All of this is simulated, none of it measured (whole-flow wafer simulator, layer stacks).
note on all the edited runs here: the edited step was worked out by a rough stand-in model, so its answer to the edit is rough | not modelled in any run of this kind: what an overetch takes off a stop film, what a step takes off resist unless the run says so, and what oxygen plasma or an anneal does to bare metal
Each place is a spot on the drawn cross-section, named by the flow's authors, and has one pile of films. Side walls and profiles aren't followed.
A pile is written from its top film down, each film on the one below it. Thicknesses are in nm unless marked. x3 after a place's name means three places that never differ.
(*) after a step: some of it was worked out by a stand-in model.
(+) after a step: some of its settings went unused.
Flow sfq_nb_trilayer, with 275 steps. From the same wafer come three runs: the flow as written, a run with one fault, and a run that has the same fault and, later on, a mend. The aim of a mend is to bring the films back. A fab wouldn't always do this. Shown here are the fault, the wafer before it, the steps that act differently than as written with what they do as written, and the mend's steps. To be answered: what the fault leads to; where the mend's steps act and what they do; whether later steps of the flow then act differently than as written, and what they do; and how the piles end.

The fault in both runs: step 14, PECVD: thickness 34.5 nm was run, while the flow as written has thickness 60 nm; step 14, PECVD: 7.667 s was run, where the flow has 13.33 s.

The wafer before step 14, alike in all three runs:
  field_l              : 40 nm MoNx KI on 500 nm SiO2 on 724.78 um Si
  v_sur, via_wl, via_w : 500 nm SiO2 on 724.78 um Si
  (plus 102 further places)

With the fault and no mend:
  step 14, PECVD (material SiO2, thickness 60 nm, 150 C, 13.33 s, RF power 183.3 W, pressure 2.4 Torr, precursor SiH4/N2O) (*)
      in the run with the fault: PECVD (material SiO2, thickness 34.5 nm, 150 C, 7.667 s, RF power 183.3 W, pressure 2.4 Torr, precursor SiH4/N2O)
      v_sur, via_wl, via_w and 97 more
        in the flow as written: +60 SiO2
        in the run with the fault: +34.5 SiO2
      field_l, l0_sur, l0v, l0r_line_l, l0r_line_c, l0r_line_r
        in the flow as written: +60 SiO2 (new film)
        in the run with the fault: +34.5 SiO2 (new film)
  Steps later in the flow that act otherwise than as written (10 other steps are not shown; they differ only slightly, by no more than 2% or 0.5 nm, whichever is larger):
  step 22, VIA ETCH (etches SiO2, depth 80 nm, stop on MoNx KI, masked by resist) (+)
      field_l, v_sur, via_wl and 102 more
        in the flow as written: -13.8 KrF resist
        in the run with the fault: -8.88 KrF resist
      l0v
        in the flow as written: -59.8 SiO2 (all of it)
        in the run with the fault: -34.3 SiO2 (all of it)
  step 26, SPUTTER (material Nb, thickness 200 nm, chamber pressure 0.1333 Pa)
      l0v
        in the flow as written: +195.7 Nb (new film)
        in the run with the fault: +200 Nb (new film)
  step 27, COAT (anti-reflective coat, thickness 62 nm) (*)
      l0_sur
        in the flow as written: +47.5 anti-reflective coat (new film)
        in the run with the fault: +50.3 anti-reflective coat (new film)
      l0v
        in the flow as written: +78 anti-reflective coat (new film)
        in the run with the fault: +70 anti-reflective coat (new film)
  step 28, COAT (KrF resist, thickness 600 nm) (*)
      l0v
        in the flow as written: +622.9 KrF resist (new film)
        in the run with the fault: +607.1 KrF resist (new film)
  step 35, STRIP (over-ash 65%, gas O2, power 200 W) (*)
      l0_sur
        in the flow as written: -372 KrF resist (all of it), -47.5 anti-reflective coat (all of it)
        in the run with the fault: -373.5 KrF resist (all of it), -50.3 anti-reflective coat (all of it)
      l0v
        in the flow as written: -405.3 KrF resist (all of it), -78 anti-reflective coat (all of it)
        in the run with the fault: -389.5 KrF resist (all of it), -70 anti-reflective coat (all of it)
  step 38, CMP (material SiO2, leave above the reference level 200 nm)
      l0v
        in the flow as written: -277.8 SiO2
        in the run with the fault: -307.6 SiO2
  At field_l, v_sur, via_wl and 100 more, the piles at the end differ from the flow's by more than 2% or 0.5 nm, whichever is larger.
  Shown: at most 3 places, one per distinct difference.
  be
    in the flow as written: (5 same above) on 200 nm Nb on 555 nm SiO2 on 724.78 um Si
    in the run with the fault: (5 same above) on 200 nm Nb on 529.5 nm SiO2 on 724.78 um Si
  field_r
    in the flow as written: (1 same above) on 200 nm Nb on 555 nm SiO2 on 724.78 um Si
    in the run with the fault: (1 same above) on 200 nm Nb on 529.5 nm SiO2 on 724.78 um Si
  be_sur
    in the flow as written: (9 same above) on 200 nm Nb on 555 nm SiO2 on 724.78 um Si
    in the run with the fault: (9 same above) on 200 nm Nb on 529.5 nm SiO2 on 724.78 um Si

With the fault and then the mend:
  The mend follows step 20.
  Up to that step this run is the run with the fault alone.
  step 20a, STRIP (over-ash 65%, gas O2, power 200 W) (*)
      p4_fl x3, p4_w1 x9, p4_g1 x2 and 59 more
        -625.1 KrF resist (all of it), -62 anti-reflective coat (all of it)
      jj_sur, ce_l, c5j, ce_r, sp_r, be_r, r_sur
        -632 KrF resist (all of it), -63.7 anti-reflective coat (all of it)
      l0r_line_l, l0r_line_c, l0r_line_r
        -621 KrF resist (all of it), -58.9 anti-reflective coat (all of it)
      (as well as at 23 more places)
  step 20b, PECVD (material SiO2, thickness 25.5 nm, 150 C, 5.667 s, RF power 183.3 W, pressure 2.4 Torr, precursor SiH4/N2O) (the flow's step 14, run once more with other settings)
      field_l, v_sur, via_wl and 103 more
        +25.5 SiO2
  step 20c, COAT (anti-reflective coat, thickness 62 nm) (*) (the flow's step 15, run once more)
      p4_fl x3, p4_w1 x9, p4_g1 x2 and 59 more
        +62 anti-reflective coat (new film)
      be_sur, gap, jj_sur and 8 more
        +63.7 anti-reflective coat (new film)
      wire, be, moat, field_r, lsp_l
        +63.8 anti-reflective coat (new film)
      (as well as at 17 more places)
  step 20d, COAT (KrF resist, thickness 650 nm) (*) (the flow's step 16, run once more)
      p4_fl x3, p4_w1 x9, p4_g1 x2 and 59 more
        +650 KrF resist (new film)
      jj_sur, ce_l, c5j, ce_r, sp_r, be_r, r_sur
        +656.9 KrF resist (new film)
      v_sur, via_wr
        +659.5 KrF resist (new film)
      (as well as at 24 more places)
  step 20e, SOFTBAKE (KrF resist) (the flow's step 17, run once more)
      alters no film at any place that is followed
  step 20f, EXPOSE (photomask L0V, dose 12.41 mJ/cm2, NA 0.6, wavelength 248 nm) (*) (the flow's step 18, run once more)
      alters no film at any place that is followed
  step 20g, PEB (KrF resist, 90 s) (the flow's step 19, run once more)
      p4_fl x3, p4_w1 x9, p4_g1 x2 and 59 more
        -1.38 KrF resist
      via_v, wire, be and 15 more
        -1.39 KrF resist
      v_sur, via_w, via_wr, via_sp, lsp_m, ln_m6, lsp_r
        -1.4 KrF resist
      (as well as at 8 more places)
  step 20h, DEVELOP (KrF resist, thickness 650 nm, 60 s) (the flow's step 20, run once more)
      field_l, v_sur, via_wl and 102 more
        -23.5 KrF resist
      l0v
        -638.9 KrF resist (all of it)
  None of the later steps of the flow differs from how it acts as written, at any place that is followed, by more than 2% or 0.5 nm, whichever is larger.
  At every place that both follow, the piles at the end match the flow's.
